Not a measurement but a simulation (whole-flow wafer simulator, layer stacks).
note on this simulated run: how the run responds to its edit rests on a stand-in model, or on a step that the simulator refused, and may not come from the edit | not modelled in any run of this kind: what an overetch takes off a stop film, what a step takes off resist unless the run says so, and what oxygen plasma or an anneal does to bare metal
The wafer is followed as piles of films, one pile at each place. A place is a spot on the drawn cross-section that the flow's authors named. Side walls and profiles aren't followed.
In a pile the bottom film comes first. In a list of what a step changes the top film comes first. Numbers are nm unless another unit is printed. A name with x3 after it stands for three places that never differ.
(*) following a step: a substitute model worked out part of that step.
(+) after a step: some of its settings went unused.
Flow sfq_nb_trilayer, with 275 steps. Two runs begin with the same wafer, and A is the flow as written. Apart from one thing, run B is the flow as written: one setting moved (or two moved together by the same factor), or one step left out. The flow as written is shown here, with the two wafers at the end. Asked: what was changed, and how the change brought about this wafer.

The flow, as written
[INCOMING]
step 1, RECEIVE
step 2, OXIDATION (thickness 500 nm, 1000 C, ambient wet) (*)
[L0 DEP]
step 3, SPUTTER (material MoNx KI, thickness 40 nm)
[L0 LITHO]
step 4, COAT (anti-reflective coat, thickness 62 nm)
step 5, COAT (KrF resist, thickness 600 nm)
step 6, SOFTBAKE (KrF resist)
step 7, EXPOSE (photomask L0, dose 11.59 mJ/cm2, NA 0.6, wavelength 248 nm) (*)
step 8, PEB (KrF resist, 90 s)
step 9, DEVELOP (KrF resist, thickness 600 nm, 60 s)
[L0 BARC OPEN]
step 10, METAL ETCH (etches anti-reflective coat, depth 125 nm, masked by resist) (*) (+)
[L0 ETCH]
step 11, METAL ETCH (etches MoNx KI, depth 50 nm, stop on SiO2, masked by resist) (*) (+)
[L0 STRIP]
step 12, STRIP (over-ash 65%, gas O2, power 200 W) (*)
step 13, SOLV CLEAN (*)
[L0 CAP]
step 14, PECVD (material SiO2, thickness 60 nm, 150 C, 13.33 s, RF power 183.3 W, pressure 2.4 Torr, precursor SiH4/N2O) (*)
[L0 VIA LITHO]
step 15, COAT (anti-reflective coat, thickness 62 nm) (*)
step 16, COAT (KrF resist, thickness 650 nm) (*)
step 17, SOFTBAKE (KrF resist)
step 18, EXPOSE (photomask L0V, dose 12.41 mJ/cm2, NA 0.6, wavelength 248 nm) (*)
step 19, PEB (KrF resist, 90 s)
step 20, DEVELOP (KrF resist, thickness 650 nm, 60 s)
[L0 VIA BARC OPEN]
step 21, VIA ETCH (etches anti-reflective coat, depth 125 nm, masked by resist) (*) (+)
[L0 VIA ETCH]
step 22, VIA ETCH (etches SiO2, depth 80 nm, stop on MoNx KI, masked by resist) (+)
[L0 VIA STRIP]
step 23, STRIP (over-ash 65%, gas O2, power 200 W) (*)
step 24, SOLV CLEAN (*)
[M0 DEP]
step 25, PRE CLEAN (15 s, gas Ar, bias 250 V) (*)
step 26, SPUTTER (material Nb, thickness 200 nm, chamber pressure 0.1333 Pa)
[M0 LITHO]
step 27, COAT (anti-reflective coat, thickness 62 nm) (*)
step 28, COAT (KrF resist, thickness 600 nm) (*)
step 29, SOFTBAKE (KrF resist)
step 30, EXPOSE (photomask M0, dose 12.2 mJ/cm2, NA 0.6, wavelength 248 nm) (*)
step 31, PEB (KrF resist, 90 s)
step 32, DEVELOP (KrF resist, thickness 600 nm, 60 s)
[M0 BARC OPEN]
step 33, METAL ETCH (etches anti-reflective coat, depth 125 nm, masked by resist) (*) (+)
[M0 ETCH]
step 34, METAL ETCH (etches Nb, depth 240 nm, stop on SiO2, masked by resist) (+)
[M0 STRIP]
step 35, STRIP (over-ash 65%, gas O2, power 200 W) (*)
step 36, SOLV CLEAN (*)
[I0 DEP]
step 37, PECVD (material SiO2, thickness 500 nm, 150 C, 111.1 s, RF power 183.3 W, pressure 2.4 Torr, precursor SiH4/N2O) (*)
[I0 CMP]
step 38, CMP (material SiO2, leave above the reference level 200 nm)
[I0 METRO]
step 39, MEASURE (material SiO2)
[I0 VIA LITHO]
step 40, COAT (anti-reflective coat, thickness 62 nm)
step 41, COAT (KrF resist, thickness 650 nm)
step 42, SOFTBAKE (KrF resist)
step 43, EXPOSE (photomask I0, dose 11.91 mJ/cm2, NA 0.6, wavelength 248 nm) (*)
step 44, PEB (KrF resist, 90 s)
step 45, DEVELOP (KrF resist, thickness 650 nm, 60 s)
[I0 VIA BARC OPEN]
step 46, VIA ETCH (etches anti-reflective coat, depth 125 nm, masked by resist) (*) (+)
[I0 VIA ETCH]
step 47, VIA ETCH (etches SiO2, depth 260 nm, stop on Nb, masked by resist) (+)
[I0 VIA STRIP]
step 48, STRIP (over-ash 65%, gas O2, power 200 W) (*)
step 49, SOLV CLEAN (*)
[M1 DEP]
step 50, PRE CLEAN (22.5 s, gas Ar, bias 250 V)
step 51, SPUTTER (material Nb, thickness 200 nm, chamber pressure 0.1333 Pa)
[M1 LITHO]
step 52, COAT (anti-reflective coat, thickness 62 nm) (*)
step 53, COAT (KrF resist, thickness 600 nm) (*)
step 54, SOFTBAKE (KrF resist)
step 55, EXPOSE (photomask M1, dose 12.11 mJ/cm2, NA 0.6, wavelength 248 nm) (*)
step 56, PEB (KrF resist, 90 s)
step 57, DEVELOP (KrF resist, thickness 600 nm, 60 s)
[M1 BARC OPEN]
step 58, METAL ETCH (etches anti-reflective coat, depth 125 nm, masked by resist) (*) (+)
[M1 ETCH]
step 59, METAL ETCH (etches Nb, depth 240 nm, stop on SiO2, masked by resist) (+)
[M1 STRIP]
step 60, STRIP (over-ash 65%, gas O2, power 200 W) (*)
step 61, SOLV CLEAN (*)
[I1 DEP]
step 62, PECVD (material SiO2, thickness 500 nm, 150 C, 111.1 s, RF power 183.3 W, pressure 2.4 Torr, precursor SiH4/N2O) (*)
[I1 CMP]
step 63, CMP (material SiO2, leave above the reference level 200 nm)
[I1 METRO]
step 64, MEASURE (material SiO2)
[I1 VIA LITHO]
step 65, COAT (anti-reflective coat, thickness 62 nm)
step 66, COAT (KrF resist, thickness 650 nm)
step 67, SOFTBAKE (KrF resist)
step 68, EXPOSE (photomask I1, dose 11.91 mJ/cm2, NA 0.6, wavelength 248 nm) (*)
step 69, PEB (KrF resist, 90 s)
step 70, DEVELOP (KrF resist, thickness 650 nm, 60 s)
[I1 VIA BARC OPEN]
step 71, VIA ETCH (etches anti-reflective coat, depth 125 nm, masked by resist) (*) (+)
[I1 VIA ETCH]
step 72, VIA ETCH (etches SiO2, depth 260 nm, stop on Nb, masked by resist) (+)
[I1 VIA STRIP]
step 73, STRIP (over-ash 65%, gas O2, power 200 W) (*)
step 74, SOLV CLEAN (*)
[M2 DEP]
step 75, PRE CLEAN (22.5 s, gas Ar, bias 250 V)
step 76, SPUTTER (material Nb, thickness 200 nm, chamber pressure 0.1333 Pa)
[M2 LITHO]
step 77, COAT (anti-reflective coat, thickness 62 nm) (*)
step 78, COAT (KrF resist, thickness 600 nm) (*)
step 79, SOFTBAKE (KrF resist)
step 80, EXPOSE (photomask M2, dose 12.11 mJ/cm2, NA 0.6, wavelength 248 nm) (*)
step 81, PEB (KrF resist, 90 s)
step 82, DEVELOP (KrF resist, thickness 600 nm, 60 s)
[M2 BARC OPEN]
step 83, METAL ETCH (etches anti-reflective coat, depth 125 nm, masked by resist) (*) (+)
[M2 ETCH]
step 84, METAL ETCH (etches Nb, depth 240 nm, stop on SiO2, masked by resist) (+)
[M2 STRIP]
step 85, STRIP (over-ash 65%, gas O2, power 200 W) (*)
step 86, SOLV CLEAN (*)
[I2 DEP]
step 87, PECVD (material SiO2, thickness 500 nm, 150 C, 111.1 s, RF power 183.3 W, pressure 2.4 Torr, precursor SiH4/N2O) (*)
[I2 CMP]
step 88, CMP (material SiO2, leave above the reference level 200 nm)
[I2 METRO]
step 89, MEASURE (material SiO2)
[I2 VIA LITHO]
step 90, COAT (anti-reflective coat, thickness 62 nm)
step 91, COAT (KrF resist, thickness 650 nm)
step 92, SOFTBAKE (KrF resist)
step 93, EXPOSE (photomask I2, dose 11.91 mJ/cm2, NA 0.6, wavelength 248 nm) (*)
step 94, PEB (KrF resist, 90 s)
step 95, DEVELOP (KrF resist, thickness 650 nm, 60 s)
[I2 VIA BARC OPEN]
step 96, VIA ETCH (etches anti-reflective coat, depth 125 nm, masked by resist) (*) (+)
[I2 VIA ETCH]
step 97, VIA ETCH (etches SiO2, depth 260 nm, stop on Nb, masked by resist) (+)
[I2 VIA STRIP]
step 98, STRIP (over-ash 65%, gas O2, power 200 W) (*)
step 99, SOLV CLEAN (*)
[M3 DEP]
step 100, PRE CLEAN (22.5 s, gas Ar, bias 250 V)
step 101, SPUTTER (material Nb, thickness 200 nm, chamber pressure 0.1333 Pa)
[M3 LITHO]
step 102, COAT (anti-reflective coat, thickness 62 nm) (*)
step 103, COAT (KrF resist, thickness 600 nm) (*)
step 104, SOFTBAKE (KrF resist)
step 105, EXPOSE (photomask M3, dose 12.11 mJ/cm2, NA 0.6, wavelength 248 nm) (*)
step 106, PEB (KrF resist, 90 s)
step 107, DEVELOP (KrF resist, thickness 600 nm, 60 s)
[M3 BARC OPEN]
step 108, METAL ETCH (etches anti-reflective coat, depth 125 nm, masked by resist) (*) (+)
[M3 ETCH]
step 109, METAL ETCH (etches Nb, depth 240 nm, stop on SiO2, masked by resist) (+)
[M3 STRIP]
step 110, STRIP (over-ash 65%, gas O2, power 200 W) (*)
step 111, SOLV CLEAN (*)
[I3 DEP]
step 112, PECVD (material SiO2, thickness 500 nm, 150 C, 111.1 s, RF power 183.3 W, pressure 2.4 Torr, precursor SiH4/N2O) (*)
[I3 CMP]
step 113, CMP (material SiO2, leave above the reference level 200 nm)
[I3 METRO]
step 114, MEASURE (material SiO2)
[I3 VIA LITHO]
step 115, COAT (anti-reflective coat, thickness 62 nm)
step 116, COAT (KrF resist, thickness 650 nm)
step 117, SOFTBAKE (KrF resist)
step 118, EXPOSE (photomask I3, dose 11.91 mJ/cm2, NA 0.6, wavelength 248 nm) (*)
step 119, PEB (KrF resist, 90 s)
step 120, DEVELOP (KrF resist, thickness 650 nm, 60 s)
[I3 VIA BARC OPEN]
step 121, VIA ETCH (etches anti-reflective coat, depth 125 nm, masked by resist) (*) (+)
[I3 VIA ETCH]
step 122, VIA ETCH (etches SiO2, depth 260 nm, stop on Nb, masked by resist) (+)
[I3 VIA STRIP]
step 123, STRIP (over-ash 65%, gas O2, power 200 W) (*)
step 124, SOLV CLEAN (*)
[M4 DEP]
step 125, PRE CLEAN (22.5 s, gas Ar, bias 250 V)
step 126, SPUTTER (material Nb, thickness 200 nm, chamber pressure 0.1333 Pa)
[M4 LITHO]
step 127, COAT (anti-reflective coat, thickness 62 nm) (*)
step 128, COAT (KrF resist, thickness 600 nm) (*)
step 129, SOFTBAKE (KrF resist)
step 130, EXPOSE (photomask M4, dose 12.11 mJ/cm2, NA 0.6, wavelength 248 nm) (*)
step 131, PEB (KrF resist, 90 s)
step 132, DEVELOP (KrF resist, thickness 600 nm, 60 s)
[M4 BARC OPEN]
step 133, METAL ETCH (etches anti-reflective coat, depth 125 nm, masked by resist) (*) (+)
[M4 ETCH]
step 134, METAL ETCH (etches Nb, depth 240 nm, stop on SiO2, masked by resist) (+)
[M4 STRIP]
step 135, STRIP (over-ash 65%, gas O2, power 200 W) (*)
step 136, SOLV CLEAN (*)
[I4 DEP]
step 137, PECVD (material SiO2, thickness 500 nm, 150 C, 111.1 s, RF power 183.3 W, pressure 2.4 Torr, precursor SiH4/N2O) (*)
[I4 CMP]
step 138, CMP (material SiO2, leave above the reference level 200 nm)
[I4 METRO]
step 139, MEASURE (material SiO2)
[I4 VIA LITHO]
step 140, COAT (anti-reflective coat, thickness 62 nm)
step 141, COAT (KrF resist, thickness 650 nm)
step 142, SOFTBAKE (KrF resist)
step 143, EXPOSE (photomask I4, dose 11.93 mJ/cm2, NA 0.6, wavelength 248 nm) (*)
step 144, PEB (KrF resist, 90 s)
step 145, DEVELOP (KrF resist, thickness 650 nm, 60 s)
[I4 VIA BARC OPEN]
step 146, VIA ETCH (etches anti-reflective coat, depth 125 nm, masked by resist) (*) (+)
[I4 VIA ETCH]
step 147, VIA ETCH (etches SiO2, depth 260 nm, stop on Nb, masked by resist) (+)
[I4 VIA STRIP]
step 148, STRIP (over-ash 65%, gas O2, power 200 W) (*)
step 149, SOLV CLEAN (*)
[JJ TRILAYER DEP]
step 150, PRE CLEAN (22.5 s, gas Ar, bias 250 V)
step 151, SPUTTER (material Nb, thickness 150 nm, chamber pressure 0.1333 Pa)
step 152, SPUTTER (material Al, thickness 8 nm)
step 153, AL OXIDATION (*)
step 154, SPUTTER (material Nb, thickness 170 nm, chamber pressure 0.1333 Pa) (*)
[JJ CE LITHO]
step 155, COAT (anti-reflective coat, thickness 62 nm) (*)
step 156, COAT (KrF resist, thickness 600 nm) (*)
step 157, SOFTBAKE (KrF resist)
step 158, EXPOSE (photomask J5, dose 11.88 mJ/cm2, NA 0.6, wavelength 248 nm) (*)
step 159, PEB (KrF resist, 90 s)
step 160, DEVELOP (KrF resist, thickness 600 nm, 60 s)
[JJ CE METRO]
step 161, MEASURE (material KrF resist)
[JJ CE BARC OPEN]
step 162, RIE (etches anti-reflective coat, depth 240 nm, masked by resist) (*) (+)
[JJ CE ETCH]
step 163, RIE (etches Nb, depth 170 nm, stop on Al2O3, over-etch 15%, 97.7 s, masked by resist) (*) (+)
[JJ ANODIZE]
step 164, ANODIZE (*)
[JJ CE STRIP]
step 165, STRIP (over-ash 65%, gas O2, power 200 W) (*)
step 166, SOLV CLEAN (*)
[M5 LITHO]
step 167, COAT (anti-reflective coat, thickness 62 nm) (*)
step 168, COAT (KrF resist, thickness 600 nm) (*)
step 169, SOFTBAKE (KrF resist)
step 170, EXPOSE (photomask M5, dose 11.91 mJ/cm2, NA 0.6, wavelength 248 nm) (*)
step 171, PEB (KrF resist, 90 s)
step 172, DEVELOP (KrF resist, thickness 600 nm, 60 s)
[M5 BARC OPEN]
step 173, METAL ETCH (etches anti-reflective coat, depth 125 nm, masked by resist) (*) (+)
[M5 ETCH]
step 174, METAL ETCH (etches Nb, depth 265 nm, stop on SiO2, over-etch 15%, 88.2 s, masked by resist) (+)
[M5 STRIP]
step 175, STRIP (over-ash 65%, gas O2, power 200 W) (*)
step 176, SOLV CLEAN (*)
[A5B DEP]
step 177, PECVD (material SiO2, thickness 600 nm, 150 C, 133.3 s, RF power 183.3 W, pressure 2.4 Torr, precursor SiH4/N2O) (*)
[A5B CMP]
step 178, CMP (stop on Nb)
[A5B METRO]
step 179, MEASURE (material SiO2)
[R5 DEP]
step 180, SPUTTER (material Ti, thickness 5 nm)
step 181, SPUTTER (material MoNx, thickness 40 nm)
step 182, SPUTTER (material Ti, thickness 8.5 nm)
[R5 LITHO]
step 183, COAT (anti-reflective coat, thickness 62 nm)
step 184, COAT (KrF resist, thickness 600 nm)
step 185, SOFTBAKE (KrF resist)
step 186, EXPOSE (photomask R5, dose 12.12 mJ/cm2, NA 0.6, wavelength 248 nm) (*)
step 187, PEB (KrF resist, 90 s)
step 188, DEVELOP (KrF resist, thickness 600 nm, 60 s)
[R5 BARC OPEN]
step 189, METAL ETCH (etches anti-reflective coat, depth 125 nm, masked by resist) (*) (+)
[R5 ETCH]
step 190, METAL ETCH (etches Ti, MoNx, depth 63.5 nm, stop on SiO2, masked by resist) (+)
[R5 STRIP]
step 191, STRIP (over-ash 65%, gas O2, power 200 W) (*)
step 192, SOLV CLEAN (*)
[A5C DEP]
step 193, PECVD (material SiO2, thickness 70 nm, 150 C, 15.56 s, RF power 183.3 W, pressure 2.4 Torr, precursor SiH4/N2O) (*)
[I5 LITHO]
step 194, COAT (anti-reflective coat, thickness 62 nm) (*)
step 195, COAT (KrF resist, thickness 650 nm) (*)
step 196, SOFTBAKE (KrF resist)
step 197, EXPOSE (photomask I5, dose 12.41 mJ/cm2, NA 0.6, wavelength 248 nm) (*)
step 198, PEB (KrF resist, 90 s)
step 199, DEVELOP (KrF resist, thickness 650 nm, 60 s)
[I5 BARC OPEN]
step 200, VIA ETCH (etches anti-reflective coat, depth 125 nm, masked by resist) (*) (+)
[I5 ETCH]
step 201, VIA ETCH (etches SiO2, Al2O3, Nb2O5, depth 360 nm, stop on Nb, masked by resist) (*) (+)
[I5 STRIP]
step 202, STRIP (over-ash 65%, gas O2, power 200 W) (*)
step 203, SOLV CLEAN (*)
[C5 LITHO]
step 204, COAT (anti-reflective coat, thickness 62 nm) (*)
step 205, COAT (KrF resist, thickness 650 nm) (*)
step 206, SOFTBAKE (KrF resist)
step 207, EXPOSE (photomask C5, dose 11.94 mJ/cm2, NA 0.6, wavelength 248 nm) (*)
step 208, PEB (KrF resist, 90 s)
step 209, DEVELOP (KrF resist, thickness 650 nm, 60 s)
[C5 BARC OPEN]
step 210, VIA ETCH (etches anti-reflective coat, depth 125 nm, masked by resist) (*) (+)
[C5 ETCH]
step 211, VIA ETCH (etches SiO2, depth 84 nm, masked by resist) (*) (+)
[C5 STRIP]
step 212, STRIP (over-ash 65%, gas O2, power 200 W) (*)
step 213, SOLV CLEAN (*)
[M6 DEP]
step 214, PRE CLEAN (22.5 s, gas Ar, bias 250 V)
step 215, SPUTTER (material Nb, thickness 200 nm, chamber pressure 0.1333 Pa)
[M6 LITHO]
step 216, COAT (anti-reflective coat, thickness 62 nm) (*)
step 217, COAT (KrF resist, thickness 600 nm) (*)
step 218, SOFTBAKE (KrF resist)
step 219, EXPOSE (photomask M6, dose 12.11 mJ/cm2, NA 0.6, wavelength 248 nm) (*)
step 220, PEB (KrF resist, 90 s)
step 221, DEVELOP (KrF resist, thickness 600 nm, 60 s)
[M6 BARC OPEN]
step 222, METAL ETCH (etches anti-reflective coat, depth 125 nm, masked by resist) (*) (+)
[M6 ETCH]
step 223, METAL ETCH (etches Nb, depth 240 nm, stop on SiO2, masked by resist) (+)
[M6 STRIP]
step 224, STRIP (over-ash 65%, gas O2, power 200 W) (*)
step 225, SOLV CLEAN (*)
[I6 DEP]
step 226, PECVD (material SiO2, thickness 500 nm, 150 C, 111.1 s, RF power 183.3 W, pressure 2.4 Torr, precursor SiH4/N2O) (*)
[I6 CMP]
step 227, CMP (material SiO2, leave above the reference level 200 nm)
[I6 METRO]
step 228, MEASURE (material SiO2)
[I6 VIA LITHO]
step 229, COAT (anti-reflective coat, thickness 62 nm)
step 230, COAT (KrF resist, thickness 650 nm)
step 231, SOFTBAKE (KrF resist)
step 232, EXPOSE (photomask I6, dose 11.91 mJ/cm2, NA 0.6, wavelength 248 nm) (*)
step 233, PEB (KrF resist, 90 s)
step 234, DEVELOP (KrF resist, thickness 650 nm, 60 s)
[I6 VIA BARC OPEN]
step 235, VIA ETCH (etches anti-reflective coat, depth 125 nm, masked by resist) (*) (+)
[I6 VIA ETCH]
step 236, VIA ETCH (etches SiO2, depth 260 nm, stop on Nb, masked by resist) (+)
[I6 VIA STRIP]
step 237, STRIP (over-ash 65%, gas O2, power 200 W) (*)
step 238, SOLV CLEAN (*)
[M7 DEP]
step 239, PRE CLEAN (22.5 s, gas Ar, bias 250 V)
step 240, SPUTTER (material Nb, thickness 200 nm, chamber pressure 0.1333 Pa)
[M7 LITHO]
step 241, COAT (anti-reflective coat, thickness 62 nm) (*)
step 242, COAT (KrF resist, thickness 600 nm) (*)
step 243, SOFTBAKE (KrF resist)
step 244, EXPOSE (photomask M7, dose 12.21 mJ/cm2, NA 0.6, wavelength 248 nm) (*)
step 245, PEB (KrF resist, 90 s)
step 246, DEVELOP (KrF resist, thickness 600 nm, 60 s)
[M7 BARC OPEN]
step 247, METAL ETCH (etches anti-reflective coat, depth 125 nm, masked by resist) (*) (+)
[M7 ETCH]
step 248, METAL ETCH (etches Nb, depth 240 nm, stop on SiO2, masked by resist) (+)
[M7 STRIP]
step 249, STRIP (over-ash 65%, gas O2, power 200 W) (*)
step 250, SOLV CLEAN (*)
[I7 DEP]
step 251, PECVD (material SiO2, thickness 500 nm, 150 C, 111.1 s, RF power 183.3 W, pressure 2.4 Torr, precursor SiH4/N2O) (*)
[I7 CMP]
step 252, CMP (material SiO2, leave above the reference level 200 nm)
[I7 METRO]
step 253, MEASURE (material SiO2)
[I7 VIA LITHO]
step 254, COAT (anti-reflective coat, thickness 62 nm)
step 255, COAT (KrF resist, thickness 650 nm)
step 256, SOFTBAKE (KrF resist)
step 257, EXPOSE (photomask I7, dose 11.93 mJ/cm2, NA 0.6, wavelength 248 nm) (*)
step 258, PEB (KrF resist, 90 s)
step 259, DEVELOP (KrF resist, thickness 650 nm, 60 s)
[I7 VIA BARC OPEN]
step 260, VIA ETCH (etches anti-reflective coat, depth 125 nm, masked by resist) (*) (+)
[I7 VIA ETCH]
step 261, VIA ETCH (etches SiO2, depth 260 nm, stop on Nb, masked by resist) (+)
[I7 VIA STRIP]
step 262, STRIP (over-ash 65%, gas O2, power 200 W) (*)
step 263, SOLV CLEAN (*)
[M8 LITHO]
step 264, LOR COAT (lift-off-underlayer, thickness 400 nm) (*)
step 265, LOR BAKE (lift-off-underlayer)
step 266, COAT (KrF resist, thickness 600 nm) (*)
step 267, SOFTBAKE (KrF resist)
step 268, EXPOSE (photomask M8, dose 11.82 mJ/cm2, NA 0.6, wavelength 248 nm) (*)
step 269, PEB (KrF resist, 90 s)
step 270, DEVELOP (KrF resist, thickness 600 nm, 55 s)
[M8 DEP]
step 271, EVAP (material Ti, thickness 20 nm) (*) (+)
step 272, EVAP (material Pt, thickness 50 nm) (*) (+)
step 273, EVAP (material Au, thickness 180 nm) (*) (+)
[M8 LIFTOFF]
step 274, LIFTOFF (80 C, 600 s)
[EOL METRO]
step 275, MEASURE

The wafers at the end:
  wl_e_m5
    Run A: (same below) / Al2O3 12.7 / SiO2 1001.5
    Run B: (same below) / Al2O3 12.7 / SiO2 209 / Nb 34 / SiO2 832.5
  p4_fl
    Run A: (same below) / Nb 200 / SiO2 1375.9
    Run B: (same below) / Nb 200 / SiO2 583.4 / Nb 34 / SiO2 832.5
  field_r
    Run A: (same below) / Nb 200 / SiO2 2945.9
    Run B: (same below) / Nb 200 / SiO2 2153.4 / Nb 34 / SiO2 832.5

Cause: step 215, SPUTTER: thickness 274 nm was run, whereas the flow has thickness 200 nm.

The path from the change to this, step by step:
  step 215, SPUTTER (material Nb, thickness 200 nm, chamber pressure 0.1333 Pa)
      field_l, v_sur, via_wl and 100 more: A +200 Nb (new film) | B +274 Nb (new film)
      be: A +147.3 Nb | B +200.8 Nb
      (also at 2 further places)
  step 216, COAT (anti-reflective coat, thickness 62 nm) (*)
      be: A +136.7 anti-reflective coat (new film) | B +143.5 anti-reflective coat (new film)
  step 223, METAL ETCH (etches Nb, depth 240 nm, stop on SiO2, masked by resist) (+)
      field_l, gap, moat and 76 more: A -200 Nb (all of it) | B -240 Nb
  step 224, STRIP (over-ash 65%, gas O2, power 200 W) (*)
      be: A -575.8 KrF resist (all of it), -136.7 anti-reflective coat (all of it) | B -587.6 KrF resist (all of it), -143.5 anti-reflective coat (all of it)
  step 226, PECVD (material SiO2, thickness 500 nm, 150 C, 111.1 s, RF power 183.3 W, pressure 2.4 Torr, precursor SiH4/N2O) (*)
      field_l, p4_fl, p4_fm and 62 more: A +500 SiO2 | B +500 SiO2 (new film)
      moat, field_r, lsp_l, ln_m5, lsp_m: A +493.6 SiO2 | B +492.3 SiO2 (new film)
      (also at 10 further places)
  step 227, CMP (material SiO2, leave above the reference level 200 nm)
      field_l, p4_fl, p4_fm and 59 more: A -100 SiO2 | B -60 SiO2
      moat, field_r, lsp_l, ln_m5, lsp_m: A -93.6 SiO2 | B -52.3 SiO2
      (also at 9 further places)
With metal films that touch counted as one body, wl_e_m5 has 7 bodies (between them, from the top down: SiO2 209 / Al2O3 12.7 / Nb2O5 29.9; SiO2 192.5; SiO2 192.5; SiO2 192.5; SiO2 192.5; SiO2 192.5); the flow as written gives 6 bodies (between them, from the top down: SiO2 192.5; SiO2 192.5; SiO2 192.5; SiO2 192.5; SiO2 192.5).
With metal films that touch counted as one body, p4_fl has 3 bodies (between them, from the top down: SiO2 583.4; SiO2 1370); the flow as written gives 2 bodies (between them, from the top down: SiO2 1370).
With metal films that touch counted as one body, field_r has 2 bodies (between them, from the top down: SiO2 2153.4); the flow as written gives 1 body.
